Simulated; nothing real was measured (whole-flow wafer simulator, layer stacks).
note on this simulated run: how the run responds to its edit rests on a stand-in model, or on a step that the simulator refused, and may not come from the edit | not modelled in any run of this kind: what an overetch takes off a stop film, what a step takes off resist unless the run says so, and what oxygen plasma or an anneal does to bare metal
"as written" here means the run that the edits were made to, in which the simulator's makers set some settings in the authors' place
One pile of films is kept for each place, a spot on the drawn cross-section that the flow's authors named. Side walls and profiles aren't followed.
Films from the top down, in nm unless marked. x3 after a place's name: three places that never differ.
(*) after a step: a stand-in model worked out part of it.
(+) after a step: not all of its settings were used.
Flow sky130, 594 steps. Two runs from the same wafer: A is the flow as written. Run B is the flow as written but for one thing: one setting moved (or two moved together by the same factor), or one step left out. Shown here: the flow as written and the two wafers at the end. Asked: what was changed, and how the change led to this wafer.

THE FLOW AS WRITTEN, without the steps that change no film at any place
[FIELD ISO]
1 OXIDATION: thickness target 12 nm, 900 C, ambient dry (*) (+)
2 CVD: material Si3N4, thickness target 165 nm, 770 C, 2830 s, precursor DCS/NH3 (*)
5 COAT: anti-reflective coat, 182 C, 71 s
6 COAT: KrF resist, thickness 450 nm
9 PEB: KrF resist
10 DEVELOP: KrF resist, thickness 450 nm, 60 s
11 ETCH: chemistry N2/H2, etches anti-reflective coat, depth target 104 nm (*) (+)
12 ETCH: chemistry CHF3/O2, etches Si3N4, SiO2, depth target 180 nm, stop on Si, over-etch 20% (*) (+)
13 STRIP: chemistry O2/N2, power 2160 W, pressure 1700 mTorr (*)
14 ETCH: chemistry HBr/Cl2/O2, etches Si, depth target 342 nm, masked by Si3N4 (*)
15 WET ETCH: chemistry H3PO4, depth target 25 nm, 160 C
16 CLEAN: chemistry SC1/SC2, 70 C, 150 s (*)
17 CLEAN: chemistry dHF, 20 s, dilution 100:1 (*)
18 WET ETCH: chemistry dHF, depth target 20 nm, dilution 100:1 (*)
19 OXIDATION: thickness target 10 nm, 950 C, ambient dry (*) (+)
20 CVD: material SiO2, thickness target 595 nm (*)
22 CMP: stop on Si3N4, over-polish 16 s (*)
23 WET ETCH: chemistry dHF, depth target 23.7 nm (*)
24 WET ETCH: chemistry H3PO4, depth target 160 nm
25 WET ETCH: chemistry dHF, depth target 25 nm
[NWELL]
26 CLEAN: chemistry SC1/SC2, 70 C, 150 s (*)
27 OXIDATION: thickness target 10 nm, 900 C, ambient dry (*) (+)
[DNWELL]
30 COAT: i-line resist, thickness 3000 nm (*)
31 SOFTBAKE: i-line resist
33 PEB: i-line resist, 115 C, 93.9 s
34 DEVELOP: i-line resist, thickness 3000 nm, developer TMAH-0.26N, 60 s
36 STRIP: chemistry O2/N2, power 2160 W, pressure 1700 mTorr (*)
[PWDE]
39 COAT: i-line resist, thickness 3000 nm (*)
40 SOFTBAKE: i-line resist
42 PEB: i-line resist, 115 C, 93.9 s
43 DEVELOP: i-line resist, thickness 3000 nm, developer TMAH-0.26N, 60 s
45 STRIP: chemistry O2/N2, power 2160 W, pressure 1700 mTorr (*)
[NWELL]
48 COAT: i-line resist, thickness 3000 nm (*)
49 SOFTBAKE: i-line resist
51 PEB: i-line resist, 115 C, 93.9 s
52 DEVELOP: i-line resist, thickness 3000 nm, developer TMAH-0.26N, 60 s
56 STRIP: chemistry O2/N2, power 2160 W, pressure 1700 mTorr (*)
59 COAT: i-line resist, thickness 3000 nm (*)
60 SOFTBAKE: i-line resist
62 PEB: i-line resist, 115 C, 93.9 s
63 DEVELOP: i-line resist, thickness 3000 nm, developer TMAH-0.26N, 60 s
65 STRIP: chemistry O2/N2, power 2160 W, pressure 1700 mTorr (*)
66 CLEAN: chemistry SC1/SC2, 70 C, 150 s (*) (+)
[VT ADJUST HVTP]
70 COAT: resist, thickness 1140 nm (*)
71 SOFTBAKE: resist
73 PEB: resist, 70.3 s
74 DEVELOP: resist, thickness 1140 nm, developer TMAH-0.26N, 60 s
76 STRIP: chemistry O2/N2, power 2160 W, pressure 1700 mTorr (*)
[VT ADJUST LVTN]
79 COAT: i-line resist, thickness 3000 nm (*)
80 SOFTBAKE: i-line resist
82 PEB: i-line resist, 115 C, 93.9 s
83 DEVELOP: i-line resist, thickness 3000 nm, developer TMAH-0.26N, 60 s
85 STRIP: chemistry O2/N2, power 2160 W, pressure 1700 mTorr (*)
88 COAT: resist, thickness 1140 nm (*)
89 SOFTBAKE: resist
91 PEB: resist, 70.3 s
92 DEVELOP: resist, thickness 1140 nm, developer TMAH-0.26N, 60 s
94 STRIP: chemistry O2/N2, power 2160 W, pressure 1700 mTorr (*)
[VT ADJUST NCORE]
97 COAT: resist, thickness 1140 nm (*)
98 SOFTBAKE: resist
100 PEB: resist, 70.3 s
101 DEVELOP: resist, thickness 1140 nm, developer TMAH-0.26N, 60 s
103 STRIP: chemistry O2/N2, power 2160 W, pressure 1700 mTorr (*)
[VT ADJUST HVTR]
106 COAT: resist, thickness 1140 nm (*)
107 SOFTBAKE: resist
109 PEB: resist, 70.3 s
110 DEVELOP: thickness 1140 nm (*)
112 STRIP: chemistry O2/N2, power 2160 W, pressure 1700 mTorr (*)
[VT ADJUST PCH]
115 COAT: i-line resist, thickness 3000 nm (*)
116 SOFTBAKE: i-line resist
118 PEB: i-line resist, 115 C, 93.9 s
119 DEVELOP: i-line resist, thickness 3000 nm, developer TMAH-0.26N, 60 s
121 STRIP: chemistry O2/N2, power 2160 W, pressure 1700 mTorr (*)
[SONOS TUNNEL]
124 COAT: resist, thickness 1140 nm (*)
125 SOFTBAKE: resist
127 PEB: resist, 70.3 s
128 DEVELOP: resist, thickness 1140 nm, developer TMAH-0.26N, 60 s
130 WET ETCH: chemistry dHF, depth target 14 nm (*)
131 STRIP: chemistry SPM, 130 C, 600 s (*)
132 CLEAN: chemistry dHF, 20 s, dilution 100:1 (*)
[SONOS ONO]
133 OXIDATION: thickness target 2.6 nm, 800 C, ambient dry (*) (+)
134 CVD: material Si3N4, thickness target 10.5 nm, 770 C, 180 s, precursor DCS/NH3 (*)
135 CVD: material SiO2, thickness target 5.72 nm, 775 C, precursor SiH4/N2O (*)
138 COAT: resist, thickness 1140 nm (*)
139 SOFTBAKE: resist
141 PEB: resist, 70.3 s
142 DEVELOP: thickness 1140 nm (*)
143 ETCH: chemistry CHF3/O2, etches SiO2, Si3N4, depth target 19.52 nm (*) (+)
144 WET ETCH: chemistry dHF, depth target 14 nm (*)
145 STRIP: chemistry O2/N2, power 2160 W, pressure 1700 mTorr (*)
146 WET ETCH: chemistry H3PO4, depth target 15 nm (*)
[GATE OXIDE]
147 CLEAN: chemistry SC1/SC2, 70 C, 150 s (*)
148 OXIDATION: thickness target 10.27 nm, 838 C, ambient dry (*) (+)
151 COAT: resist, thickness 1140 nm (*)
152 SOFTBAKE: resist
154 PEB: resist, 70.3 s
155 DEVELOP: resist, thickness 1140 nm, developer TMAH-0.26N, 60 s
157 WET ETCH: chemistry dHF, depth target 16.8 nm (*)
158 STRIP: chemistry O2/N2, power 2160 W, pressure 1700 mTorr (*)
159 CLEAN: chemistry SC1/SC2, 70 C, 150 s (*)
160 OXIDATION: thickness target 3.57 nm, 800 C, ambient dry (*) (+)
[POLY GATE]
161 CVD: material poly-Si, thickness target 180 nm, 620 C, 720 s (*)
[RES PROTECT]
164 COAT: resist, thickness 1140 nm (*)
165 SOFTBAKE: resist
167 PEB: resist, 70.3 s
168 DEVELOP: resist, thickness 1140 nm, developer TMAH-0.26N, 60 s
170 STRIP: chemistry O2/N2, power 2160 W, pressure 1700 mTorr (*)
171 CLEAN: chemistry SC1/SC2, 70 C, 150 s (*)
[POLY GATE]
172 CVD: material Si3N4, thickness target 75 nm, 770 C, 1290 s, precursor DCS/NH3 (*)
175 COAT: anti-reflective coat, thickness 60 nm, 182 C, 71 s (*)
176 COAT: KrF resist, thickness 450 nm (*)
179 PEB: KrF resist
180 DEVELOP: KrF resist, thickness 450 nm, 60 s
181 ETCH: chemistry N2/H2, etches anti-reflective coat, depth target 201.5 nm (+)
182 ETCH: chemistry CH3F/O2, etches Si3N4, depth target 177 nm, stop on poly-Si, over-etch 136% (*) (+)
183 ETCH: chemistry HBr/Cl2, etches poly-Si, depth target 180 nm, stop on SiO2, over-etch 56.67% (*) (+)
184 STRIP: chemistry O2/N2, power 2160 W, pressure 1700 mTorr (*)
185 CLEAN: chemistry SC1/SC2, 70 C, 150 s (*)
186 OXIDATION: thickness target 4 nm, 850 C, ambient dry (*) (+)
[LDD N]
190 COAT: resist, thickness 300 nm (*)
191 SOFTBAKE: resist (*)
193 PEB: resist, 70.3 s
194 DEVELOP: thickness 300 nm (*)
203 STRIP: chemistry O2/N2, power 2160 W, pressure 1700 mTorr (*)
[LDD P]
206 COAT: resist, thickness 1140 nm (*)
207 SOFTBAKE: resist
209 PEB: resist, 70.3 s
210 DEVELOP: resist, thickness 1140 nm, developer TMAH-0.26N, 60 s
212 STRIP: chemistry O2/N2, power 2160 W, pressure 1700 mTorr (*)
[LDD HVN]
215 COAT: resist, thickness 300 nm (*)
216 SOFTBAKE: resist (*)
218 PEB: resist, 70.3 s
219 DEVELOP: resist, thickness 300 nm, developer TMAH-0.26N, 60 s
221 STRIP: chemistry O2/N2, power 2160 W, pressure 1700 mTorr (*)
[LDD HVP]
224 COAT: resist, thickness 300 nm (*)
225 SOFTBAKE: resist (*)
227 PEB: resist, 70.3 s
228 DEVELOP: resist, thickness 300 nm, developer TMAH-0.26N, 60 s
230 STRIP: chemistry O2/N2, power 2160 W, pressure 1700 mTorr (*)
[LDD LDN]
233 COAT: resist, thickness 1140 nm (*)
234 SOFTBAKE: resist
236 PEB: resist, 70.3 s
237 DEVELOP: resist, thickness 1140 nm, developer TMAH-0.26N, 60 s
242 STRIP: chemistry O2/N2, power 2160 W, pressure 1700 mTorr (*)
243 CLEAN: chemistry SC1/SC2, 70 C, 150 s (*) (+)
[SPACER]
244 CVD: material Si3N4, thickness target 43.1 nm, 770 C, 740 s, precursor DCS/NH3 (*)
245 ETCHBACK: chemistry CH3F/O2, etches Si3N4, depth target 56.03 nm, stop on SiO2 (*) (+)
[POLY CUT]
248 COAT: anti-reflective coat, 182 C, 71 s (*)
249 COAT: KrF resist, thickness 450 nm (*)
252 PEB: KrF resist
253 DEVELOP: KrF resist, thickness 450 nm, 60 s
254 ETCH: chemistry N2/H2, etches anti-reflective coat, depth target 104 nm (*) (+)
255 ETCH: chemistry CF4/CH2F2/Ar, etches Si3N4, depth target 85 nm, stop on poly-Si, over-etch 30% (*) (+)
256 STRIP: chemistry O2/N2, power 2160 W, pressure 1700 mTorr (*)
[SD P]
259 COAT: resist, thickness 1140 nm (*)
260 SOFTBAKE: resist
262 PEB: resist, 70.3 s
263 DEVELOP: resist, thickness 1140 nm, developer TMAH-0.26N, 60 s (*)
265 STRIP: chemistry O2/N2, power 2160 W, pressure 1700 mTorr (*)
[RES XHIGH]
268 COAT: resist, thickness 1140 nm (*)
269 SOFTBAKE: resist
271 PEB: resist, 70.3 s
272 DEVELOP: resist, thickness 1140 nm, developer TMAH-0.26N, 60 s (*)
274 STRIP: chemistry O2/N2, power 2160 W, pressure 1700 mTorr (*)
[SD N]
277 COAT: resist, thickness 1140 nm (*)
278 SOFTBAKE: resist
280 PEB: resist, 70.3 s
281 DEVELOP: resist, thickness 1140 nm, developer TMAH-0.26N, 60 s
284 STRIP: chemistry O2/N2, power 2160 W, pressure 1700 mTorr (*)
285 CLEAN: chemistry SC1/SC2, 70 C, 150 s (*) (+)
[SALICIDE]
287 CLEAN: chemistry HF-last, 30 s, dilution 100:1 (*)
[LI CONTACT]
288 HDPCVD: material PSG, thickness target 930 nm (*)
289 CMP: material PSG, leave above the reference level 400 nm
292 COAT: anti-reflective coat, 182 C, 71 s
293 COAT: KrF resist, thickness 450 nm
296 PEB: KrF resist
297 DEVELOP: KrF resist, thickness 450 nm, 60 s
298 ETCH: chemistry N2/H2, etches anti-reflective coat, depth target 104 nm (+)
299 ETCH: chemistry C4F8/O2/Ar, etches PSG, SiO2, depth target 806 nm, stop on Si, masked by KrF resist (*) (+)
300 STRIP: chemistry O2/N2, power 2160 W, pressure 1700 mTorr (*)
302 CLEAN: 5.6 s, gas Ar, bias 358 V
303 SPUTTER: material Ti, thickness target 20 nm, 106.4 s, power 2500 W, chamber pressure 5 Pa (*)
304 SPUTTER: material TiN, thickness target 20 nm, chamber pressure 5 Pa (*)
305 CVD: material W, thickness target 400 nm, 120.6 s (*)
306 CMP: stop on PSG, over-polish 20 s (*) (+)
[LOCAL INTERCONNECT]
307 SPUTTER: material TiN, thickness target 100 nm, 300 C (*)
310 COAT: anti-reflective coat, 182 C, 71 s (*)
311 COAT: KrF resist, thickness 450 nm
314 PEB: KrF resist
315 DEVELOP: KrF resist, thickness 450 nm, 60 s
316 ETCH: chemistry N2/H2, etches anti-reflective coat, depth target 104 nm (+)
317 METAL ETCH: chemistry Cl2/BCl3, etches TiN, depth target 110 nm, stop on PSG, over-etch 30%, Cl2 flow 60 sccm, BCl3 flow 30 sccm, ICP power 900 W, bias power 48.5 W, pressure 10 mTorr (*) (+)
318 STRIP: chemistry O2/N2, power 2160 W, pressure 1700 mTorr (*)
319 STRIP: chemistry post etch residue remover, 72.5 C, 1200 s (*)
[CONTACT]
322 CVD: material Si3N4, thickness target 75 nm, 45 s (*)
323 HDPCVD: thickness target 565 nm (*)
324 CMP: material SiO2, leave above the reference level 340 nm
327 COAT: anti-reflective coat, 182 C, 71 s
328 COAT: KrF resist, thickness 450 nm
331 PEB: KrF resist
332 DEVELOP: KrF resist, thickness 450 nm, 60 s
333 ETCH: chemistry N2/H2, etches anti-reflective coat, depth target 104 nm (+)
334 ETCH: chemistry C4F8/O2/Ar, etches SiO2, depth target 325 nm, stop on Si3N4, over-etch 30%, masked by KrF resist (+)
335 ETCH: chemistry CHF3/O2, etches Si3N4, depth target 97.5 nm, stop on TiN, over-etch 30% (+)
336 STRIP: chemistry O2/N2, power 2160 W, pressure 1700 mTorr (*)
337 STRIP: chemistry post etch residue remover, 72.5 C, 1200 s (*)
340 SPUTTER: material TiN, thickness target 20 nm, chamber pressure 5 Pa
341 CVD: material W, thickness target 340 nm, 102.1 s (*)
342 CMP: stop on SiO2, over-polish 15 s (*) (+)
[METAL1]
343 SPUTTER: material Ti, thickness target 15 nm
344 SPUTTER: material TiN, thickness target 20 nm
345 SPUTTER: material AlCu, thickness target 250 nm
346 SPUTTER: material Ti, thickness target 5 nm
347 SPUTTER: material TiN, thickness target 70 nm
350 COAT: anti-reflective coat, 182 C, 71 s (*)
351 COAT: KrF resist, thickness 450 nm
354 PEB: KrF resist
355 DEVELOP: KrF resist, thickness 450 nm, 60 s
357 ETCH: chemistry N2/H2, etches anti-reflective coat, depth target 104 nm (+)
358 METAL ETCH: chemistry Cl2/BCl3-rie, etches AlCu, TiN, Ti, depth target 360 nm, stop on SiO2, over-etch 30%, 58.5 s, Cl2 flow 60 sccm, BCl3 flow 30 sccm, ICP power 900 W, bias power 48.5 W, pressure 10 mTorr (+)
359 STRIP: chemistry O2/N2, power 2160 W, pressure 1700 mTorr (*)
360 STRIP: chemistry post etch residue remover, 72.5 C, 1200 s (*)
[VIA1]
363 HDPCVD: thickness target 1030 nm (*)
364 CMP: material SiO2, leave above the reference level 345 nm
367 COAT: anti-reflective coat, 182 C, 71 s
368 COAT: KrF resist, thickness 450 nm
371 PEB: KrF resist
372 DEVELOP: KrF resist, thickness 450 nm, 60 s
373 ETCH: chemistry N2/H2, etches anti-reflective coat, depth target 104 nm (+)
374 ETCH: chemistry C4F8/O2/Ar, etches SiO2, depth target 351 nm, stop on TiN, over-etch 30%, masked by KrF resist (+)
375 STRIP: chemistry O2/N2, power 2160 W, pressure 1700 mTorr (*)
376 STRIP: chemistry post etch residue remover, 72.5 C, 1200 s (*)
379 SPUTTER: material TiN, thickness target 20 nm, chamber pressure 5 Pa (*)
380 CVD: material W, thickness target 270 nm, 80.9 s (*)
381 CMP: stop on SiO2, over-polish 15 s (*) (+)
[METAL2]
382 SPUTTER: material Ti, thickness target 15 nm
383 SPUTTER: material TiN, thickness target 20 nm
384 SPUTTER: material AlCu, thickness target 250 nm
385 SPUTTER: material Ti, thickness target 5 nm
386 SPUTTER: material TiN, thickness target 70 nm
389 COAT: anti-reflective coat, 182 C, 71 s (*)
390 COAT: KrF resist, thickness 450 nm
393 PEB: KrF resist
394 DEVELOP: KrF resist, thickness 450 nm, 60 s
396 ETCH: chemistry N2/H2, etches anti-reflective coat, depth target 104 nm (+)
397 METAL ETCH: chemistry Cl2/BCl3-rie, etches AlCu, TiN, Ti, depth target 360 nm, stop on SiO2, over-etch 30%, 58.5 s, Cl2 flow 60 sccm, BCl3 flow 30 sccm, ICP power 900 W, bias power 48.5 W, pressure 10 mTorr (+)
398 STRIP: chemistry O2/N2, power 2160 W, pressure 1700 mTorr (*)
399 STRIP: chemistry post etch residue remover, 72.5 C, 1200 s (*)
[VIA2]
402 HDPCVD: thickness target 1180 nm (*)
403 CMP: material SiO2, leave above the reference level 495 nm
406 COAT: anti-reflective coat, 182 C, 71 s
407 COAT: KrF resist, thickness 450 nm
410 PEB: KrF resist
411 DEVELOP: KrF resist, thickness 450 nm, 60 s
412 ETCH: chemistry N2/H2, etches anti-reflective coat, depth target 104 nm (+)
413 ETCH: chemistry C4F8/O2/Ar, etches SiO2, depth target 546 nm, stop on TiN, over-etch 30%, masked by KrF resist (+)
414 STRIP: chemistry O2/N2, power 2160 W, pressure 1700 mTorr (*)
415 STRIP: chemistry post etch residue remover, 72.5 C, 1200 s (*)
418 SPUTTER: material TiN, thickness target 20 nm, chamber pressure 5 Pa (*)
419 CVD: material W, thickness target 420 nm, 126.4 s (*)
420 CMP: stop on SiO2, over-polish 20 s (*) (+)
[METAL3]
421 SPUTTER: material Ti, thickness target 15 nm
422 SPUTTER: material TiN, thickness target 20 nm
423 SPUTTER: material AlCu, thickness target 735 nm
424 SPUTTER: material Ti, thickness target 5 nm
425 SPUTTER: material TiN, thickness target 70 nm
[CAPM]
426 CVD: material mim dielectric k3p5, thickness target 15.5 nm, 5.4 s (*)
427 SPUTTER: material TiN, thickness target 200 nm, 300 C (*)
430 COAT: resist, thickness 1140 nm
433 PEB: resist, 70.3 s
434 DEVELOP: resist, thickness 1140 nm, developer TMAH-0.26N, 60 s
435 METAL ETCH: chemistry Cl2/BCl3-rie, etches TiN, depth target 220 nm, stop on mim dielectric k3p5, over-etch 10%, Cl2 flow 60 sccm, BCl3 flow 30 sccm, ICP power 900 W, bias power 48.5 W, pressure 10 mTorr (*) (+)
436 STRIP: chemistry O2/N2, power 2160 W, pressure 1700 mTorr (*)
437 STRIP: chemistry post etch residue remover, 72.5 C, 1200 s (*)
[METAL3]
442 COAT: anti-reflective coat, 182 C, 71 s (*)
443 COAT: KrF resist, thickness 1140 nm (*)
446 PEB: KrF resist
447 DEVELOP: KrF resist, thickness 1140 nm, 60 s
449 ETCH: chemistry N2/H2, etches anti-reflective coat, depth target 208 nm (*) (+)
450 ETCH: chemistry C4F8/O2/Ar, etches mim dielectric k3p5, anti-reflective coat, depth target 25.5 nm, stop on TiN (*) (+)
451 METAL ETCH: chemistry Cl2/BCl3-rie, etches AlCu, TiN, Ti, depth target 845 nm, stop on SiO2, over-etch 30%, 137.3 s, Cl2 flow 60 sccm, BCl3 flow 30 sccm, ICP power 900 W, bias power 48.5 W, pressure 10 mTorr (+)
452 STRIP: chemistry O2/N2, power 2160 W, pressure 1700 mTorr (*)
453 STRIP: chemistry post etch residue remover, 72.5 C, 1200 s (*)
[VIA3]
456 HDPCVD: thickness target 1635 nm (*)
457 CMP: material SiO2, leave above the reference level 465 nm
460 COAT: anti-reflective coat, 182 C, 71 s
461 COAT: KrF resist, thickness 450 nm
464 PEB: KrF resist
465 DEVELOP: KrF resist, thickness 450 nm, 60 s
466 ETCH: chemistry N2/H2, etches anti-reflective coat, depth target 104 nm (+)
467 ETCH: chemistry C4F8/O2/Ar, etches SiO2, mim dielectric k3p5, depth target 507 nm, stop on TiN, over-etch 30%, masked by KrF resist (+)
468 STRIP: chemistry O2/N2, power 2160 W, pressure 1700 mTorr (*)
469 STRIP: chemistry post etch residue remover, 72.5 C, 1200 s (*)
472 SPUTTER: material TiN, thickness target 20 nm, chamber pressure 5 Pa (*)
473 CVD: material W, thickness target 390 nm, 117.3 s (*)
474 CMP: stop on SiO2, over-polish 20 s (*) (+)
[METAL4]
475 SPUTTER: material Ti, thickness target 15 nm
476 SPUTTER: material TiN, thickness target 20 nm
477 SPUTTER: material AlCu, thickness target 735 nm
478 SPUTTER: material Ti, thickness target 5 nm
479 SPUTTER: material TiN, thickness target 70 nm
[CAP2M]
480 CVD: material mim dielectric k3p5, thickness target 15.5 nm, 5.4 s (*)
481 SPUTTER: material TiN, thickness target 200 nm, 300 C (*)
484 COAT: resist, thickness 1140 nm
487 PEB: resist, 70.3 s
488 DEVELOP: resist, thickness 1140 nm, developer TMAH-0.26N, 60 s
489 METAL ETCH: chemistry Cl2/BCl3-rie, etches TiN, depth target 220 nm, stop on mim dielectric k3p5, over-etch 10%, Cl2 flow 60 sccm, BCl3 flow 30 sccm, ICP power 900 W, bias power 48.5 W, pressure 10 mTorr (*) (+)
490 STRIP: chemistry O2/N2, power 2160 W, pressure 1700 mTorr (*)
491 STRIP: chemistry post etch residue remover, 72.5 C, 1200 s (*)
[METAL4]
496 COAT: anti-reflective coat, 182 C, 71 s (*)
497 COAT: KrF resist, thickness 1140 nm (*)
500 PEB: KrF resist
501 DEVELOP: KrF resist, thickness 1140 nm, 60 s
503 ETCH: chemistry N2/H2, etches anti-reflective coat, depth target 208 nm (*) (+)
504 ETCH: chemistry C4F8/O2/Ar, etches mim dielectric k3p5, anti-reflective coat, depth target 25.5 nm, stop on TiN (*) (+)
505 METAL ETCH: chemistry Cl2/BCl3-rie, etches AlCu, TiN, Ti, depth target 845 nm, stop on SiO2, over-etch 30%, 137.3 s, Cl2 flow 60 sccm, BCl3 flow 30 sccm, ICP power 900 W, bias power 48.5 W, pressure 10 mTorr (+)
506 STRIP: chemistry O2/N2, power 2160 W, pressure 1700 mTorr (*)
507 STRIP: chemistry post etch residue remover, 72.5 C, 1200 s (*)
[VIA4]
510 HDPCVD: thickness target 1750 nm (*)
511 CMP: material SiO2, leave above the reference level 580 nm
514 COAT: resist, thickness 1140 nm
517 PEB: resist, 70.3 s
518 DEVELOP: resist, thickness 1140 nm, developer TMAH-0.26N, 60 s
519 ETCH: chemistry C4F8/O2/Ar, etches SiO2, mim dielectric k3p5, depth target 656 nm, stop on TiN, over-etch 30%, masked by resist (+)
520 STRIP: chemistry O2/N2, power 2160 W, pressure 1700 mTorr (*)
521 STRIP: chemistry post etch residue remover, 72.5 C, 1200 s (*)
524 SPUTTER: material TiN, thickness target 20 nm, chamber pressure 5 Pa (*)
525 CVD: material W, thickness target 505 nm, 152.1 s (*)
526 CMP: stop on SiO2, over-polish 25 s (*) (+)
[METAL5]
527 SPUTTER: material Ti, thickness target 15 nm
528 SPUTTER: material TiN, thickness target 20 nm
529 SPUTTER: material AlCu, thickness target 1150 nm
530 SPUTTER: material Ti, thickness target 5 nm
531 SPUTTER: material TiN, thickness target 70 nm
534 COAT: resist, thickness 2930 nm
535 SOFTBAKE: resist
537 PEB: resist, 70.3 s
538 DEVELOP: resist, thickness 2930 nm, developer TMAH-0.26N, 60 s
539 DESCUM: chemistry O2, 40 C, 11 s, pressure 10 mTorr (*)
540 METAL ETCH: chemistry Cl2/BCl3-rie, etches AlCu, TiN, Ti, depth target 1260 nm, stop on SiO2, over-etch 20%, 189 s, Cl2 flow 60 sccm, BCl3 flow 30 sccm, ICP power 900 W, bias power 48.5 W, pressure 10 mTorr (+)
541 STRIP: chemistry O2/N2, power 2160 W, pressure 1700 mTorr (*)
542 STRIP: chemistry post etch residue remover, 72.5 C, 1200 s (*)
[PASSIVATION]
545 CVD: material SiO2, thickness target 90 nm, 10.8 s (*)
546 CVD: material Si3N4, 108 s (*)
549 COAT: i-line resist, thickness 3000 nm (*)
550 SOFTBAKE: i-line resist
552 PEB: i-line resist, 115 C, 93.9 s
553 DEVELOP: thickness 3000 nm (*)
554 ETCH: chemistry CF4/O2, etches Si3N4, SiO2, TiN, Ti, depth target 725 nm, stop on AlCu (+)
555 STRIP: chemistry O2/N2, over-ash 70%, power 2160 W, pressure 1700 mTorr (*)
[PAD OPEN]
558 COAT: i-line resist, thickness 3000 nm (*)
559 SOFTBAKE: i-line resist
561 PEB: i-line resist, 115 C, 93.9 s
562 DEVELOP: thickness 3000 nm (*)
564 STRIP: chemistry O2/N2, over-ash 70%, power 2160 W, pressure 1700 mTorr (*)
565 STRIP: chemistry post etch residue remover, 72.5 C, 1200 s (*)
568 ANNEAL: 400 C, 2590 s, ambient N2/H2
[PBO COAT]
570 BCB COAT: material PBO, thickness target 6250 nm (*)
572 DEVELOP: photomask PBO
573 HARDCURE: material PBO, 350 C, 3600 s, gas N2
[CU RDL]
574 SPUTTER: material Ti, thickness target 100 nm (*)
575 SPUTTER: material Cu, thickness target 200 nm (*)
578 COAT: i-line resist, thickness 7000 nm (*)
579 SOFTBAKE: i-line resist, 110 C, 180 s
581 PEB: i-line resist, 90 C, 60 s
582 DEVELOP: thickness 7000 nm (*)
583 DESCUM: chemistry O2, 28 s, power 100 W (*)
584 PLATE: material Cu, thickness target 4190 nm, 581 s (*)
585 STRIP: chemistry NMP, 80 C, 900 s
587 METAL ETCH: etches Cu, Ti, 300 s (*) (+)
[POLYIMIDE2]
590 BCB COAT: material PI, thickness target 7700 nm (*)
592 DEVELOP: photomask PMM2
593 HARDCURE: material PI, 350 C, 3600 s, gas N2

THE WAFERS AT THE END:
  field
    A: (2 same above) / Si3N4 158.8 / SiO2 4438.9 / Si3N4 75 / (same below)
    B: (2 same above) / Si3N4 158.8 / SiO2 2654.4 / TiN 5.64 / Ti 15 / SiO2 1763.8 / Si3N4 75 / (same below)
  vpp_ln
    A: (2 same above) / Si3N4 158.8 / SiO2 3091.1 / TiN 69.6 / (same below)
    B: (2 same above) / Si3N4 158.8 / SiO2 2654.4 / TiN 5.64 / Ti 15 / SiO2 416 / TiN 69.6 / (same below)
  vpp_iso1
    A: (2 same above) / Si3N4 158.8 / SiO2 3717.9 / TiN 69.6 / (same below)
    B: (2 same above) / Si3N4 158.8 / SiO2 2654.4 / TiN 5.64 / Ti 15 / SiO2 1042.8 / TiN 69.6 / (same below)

The cause: step 451, METAL ETCH: depth target 633.8 nm was run, where the flow has depth target 845 nm; step 451, METAL ETCH: 103 s was run, where the flow has 137.3 s.

How the change led to this, step by step:
  451 METAL ETCH: chemistry Cl2/BCl3-rie, etches AlCu, TiN, Ti, depth target 845 nm, stop on SiO2, over-etch 30%, 137.3 s, Cl2 flow 60 sccm, BCl3 flow 30 sccm, ICP power 900 W, bias power 48.5 W, pressure 10 mTorr (+)
      field, gate, spacer and 68 more: A TiN -70 (all of it), Ti -5 (all of it), AlCu -735 (all of it), TiN -20 (all of it), Ti -15 (all of it), SiO2 -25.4 | B TiN -70 (all of it), Ti -5 (all of it), AlCu -735 (all of it), TiN -13.9
      active, vpp_ln, vpp_iso2 and 11 more: A TiN -70 (all of it), Ti -5 (all of it), AlCu -735 (all of it), TiN -20 (all of it), Ti -15 (all of it), SiO2 -25.3 | B TiN -70 (all of it), Ti -5 (all of it), AlCu -735 (all of it), TiN -13.9
      (and at 107 more places)
  452 STRIP: chemistry O2/N2, power 2160 W, pressure 1700 mTorr (*)
      gate_hv, dice_street, pplus_nw and 75 more: A KrF resist -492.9 (all of it), anti-reflective coat -80 (all of it) | B KrF resist -630.2 (all of it), anti-reflective coat -80 (all of it)
      n_well, p_well, sd_n, sd_p, pad, mim_edge_gap, mim_edge_gap_sheet: A KrF resist -492.9 (all of it), anti-reflective coat -80 (all of it) | B KrF resist -630.1 (all of it), anti-reflective coat -80 (all of it)
      (and at 22 more places)
  456 HDPCVD: thickness target 1635 nm (*)
      field, active, gate and 82 more: A SiO2 +1635 | B SiO2 +1635 (new film)
  457 CMP: material SiO2, leave above the reference level 465 nm
      field, active, gate and 82 more: A SiO2 -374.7 | B SiO2 -420.6
Counting metal films that touch as one body, field has 1 body; the flow as written gives 0 bodies.
Counting metal films that touch as one body, vpp_ln has 3 bodies (between them, from the top down: SiO2 416; SiO2 267.2); the flow as written gives 2 bodies (between them, from the top down: SiO2 267.2).
Counting metal films that touch as one body, vpp_iso1 has 2 bodies (between them, from the top down: SiO2 1042.8); the flow as written gives 1 body.
